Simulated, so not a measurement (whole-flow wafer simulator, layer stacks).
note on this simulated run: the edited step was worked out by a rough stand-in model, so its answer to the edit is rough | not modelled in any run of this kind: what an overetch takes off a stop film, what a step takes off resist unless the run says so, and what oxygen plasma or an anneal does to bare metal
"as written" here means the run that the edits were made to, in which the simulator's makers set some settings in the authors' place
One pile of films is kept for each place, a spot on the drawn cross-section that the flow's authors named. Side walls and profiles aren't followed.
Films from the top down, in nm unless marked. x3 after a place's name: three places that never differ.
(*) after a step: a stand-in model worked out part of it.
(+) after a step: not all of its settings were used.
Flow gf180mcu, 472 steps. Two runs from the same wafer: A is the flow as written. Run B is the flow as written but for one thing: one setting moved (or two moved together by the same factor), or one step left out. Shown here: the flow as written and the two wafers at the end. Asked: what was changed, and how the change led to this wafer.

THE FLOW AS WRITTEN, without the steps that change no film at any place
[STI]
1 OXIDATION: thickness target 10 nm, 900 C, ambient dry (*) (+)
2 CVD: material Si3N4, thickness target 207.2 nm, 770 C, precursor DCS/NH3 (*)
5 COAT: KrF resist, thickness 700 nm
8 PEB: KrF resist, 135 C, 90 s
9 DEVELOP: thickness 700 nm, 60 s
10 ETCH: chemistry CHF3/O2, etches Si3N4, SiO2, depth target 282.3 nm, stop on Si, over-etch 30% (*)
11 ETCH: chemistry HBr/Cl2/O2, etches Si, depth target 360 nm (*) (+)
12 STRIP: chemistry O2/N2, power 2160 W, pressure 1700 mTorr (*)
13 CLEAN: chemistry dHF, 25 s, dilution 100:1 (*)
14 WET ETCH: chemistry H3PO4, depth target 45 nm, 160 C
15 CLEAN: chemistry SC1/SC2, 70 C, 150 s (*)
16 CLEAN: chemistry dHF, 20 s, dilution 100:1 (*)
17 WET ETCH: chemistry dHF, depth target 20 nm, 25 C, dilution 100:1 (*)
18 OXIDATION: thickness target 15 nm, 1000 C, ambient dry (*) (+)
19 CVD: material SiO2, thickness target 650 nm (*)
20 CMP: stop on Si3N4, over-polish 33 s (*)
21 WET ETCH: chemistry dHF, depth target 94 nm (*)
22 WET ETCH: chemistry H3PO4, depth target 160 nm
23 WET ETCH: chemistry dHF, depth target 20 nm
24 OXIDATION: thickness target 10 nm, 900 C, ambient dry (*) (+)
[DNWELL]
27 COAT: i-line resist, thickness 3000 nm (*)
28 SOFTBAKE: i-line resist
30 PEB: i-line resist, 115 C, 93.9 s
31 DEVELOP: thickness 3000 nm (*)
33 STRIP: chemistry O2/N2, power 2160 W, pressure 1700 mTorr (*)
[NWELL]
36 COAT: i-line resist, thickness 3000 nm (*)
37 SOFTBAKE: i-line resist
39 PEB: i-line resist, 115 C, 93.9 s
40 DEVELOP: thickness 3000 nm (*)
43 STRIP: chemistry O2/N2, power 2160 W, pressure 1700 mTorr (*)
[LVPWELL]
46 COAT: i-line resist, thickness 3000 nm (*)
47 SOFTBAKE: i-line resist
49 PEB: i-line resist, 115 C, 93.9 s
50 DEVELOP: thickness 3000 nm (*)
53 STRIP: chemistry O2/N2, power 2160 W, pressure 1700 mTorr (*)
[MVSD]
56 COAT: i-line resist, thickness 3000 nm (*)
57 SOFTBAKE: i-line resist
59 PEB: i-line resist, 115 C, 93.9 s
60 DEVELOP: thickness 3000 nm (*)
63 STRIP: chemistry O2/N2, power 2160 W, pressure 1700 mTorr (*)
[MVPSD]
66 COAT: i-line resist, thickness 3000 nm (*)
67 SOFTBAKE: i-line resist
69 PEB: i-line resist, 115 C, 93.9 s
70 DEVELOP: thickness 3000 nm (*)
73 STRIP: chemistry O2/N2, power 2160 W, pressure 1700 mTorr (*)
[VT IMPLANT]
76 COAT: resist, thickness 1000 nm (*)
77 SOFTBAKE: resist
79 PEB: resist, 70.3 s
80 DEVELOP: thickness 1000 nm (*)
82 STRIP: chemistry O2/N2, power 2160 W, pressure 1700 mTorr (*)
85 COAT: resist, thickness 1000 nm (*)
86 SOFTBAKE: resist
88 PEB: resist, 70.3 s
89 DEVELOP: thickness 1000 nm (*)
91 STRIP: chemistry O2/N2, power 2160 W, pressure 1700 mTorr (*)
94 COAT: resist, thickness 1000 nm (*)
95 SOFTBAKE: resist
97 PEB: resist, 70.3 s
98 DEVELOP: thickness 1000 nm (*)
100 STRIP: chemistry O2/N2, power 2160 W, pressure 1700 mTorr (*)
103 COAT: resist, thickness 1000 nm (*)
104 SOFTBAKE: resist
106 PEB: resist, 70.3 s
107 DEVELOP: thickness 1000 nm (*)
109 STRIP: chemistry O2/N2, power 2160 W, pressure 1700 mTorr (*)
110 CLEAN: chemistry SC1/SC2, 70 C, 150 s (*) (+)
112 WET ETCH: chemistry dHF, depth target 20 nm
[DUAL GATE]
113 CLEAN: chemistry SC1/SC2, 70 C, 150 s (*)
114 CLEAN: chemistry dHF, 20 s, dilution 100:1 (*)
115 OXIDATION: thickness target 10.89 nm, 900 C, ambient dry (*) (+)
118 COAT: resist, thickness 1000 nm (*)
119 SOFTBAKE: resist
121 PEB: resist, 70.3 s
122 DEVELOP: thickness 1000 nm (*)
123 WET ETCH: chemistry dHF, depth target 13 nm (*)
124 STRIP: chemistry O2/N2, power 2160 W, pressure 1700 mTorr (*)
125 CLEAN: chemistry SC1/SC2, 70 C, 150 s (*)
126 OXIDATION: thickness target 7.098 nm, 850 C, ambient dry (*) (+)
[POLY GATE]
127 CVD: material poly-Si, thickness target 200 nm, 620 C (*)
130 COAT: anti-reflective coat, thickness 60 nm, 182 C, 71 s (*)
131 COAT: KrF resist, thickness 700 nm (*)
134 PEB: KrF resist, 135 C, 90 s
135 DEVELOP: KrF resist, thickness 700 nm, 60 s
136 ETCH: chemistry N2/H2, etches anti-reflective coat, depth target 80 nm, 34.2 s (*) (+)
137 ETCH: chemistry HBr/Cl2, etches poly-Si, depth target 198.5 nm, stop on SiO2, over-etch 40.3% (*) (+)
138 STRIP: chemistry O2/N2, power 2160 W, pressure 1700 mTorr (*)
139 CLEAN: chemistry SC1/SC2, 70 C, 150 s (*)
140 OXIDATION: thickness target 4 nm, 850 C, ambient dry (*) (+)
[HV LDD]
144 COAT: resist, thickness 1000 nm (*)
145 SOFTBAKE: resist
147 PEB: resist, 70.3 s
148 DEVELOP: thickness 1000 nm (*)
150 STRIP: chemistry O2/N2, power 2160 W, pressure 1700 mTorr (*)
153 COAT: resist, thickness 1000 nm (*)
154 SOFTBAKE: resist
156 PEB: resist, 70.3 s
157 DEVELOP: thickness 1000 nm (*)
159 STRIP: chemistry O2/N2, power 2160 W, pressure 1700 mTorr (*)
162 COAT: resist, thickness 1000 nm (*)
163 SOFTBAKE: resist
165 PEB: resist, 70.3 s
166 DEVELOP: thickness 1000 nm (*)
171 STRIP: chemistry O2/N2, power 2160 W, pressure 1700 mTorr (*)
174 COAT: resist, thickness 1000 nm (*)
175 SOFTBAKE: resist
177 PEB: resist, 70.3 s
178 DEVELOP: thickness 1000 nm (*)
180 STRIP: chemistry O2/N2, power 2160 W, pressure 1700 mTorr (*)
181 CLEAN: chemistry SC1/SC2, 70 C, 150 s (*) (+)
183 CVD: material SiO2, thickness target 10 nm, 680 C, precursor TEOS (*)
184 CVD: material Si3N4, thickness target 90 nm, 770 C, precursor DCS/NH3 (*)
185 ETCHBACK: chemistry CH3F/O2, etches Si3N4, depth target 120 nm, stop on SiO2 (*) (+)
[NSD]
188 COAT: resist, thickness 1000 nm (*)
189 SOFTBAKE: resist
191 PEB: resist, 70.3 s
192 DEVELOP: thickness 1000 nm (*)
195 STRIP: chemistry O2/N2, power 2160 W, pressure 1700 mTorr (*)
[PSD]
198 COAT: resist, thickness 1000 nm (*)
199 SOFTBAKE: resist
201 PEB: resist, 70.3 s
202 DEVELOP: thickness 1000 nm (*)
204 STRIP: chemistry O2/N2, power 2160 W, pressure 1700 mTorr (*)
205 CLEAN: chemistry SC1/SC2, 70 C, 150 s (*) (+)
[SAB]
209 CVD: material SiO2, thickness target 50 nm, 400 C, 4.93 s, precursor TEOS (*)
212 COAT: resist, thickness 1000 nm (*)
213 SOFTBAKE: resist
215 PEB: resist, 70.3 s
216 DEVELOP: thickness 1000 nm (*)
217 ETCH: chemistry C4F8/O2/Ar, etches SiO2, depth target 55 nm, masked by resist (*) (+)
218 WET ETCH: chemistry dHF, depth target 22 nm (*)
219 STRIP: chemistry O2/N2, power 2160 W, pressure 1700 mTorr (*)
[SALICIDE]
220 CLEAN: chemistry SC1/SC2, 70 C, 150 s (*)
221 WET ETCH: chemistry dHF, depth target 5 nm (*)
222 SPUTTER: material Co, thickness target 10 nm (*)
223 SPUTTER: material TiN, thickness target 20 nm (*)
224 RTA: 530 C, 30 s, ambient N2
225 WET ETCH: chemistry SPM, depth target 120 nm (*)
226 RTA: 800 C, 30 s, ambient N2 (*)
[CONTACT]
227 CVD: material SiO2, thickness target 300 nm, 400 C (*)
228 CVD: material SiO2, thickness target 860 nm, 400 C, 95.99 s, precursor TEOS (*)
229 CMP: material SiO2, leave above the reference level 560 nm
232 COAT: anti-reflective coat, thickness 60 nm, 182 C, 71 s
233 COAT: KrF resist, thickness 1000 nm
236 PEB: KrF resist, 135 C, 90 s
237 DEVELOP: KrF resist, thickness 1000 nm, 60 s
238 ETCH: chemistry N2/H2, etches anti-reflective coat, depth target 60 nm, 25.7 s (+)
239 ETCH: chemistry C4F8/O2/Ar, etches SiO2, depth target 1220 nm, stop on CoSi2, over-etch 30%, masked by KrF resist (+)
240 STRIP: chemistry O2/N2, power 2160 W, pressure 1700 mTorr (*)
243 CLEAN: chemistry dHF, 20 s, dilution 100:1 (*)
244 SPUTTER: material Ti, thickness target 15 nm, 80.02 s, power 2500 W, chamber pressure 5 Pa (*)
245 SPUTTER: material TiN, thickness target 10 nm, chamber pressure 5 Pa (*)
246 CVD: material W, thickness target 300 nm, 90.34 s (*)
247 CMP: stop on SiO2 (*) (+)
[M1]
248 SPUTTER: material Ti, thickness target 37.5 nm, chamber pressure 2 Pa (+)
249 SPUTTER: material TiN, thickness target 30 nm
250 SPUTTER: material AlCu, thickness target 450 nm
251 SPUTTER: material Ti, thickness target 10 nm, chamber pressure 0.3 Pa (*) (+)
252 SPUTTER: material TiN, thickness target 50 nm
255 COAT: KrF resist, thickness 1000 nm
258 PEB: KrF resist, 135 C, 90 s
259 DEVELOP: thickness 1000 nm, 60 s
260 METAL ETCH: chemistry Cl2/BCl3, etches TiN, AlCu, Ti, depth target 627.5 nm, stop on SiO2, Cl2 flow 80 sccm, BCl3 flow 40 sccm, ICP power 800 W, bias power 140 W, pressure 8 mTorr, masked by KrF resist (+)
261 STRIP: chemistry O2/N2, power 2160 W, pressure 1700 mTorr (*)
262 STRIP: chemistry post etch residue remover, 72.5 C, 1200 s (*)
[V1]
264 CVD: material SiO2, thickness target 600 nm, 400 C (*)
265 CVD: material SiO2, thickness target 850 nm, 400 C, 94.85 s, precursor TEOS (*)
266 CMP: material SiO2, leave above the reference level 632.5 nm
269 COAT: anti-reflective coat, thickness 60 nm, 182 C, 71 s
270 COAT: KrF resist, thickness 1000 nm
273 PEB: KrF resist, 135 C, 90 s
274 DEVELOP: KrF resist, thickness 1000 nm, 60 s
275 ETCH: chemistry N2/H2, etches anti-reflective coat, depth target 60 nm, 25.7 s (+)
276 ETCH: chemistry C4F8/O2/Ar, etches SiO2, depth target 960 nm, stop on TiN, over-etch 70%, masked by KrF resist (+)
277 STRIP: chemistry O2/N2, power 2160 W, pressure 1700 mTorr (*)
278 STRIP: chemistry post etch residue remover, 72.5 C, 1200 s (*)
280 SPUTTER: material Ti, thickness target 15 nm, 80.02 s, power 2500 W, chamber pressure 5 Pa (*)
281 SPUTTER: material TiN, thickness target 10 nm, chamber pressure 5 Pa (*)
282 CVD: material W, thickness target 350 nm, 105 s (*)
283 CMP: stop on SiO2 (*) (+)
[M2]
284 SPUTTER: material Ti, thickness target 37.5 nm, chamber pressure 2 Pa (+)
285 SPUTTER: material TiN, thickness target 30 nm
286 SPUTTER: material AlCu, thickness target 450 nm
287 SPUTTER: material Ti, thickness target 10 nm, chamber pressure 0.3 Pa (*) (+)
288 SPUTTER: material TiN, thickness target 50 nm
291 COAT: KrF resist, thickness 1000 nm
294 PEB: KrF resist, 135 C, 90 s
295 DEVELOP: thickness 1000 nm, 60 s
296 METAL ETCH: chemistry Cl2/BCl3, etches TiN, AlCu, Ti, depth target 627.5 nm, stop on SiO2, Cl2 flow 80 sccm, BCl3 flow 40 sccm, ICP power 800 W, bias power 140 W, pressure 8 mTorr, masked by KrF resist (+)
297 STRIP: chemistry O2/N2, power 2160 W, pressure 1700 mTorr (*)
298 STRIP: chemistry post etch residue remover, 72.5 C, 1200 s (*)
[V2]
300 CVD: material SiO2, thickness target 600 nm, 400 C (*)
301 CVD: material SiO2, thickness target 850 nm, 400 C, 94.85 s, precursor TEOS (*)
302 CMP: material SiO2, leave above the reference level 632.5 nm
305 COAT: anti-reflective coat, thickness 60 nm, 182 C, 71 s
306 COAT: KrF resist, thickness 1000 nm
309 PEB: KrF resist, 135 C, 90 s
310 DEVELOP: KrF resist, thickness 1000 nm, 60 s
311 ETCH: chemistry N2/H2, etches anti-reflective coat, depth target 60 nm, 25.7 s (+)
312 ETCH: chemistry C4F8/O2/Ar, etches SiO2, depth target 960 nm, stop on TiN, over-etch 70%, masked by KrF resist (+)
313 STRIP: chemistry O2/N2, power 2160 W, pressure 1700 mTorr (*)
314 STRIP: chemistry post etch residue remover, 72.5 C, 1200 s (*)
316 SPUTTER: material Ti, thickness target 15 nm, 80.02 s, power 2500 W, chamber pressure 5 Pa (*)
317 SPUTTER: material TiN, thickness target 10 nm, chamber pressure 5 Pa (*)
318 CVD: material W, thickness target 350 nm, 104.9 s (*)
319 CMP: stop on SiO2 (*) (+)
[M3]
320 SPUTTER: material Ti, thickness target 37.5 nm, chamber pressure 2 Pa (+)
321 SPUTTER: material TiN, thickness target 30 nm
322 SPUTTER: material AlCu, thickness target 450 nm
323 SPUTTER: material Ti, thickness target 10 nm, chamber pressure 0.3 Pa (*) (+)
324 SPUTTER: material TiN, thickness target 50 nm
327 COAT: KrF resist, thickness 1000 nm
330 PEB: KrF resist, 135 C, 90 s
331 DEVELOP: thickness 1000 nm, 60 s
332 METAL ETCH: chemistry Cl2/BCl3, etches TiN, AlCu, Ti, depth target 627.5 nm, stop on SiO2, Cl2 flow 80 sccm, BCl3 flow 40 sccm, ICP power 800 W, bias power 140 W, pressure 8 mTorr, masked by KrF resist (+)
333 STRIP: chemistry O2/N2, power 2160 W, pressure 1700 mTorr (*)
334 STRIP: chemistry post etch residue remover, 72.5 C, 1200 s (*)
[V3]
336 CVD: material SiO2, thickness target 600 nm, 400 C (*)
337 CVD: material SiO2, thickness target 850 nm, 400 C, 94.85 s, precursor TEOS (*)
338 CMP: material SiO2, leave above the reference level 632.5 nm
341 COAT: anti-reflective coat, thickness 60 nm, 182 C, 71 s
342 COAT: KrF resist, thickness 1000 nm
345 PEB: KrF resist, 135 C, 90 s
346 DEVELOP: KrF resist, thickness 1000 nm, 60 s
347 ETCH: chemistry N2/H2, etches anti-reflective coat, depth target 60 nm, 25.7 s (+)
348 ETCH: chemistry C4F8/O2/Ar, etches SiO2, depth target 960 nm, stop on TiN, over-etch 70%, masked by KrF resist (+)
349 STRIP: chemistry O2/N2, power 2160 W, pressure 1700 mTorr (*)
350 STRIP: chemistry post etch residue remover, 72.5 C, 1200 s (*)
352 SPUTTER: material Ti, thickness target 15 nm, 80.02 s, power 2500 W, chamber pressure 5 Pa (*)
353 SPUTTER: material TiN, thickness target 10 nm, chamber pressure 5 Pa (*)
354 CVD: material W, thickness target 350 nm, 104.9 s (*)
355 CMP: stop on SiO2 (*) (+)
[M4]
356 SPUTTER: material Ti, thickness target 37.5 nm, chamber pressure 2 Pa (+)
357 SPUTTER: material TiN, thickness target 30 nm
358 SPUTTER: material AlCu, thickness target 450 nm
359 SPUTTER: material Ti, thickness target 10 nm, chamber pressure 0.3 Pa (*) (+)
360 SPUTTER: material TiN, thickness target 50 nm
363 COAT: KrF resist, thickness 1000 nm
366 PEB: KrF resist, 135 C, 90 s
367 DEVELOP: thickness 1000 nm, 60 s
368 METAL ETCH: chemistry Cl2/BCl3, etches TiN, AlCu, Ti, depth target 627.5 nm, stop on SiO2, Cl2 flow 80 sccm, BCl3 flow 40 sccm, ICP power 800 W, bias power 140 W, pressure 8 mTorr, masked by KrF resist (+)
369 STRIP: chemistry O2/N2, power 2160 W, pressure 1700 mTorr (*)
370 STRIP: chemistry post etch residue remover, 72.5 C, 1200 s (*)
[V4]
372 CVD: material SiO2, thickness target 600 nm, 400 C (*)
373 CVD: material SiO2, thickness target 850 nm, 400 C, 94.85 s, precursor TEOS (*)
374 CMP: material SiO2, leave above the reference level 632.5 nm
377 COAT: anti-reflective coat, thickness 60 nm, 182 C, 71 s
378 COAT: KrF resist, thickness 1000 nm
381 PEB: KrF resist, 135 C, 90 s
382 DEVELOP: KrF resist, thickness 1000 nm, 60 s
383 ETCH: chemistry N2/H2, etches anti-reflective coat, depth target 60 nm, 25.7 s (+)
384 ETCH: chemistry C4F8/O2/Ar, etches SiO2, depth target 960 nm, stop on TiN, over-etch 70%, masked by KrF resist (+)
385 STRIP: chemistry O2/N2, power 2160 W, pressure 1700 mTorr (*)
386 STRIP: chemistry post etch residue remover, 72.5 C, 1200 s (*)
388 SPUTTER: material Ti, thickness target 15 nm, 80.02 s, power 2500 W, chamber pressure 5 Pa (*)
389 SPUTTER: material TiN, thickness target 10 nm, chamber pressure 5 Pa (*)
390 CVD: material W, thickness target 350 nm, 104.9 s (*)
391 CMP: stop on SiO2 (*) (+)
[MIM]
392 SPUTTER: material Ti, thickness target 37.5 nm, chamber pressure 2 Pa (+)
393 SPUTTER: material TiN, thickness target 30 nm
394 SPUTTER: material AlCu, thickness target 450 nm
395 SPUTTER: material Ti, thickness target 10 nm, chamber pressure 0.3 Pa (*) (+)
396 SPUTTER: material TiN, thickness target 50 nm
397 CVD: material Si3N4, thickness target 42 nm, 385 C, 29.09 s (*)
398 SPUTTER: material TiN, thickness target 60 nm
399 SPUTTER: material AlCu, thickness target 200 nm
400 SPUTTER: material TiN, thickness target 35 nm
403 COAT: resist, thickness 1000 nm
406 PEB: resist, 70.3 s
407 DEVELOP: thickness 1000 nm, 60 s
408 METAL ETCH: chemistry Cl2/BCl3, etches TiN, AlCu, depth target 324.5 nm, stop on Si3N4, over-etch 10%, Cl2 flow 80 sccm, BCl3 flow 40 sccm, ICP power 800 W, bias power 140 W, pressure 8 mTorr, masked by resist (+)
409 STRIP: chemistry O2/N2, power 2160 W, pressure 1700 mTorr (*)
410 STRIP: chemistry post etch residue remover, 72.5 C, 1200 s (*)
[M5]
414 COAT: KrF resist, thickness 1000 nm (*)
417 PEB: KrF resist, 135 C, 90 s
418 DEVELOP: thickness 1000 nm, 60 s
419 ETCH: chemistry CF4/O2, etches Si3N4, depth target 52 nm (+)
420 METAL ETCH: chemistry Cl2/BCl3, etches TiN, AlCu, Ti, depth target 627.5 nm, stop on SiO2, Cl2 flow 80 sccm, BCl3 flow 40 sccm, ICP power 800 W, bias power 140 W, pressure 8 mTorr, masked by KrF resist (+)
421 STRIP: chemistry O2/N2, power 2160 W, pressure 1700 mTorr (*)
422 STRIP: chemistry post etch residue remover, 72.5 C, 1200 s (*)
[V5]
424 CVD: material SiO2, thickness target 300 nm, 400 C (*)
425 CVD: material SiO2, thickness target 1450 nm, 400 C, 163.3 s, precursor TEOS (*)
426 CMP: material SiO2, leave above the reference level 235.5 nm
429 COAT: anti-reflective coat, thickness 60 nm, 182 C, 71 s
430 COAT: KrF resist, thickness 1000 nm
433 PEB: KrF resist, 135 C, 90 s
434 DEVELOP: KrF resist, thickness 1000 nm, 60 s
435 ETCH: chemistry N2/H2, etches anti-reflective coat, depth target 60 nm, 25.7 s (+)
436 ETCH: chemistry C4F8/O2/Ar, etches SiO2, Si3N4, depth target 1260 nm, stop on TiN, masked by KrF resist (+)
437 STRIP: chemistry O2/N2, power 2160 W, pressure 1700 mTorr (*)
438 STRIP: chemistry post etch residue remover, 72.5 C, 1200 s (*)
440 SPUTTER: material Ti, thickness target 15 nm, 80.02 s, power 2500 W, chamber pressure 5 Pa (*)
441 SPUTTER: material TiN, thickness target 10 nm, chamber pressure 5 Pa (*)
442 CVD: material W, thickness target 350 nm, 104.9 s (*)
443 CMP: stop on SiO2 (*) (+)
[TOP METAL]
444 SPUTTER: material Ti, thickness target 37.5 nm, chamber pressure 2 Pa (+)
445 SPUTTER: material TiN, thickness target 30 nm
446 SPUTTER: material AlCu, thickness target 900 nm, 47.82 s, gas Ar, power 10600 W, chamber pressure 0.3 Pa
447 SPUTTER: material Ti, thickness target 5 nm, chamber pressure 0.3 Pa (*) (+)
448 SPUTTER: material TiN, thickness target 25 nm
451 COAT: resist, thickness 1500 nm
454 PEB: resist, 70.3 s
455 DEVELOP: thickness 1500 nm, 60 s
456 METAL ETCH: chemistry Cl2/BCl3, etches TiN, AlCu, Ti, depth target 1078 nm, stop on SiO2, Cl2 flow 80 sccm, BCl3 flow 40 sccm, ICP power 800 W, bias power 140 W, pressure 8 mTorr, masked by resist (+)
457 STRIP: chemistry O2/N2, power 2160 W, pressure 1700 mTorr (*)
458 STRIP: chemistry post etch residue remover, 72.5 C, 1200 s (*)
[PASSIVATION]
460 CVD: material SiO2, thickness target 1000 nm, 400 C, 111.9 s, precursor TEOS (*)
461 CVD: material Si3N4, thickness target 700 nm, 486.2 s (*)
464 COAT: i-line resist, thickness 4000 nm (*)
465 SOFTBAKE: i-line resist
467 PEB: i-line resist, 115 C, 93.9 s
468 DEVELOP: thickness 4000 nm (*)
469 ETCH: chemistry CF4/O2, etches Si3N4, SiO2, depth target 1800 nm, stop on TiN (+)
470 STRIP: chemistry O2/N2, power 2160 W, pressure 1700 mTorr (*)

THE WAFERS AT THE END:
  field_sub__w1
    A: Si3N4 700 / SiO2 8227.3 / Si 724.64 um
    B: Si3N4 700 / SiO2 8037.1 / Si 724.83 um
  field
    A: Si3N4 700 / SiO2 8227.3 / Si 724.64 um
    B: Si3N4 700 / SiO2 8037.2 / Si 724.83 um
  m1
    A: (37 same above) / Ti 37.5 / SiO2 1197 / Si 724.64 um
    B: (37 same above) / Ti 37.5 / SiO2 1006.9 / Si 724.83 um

The cause: step 11, ETCH: depth target 169 nm was run, where the flow has depth target 360 nm.

How the change led to this, step by step:
  11 ETCH: chemistry HBr/Cl2/O2, etches Si, depth target 360 nm (*) (+)
      active, n_well, p_well and 40 more: A KrF resist -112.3 | B KrF resist -48.7
      field, field_sub, sti and 34 more: A Si -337 | B Si -146
  12 STRIP: chemistry O2/N2, power 2160 W, pressure 1700 mTorr (*)
      active, n_well, p_well and 40 more: A KrF resist -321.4 (all of it) | B KrF resist -385.1 (all of it)
  19 CVD: material SiO2, thickness target 650 nm (*)
      ld_fp_n, ld_drift_n, ld_fp_p and 7 more: A SiO2 +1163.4 | B SiO2 +972.4
      m1: A SiO2 +1163.4 | B SiO2 +650
  20 CMP: stop on Si3N4, over-polish 33 s (*)
      sti, mim_1p0, pad and 11 more: A SiO2 -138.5 | B SiO2 -329.5
      nw_enc_fld, nw_enc_fld_lv: A SiO2 -142.5 | B SiO2 -333.5
      (and at 11 more places)
  24 OXIDATION: thickness target 10 nm, 900 C, ambient dry (*) (+)
      sti, mim_1p0, pad and 19 more: A SiO2 +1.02, Si -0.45 | B SiO2 +1.63, Si -0.72
      field, mim, npoly_sal, nw_sep_fld: A SiO2 +1.04, Si -0.46 | B SiO2 +1.68, Si -0.74
      (and at 11 more places)
  115 OXIDATION: thickness target 10.89 nm, 900 C, ambient dry (*) (+)
      sti, mim_1p0, pad and 19 more: A SiO2 +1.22, Si -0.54 | B SiO2 +2.01, Si -0.88
      field, field__w1, field__w2, field__w3, field__w6, field__w12, mim, nw_sep_fld: A SiO2 +1.25, Si -0.55 | B SiO2 +2.08, Si -0.91
      (and at 19 more places)
  189 SOFTBAKE: resist
      field__w9: A resist +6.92 | B resist -3.07
      active_hv: A resist +2.68 | B resist -0.49
      (and at 1 more place)
  199 SOFTBAKE: resist
      field__w9: A resist +6.92 | B resist -3.07
      active_hv: A resist +2.68 | B resist -0.49
      (and at 1 more place)
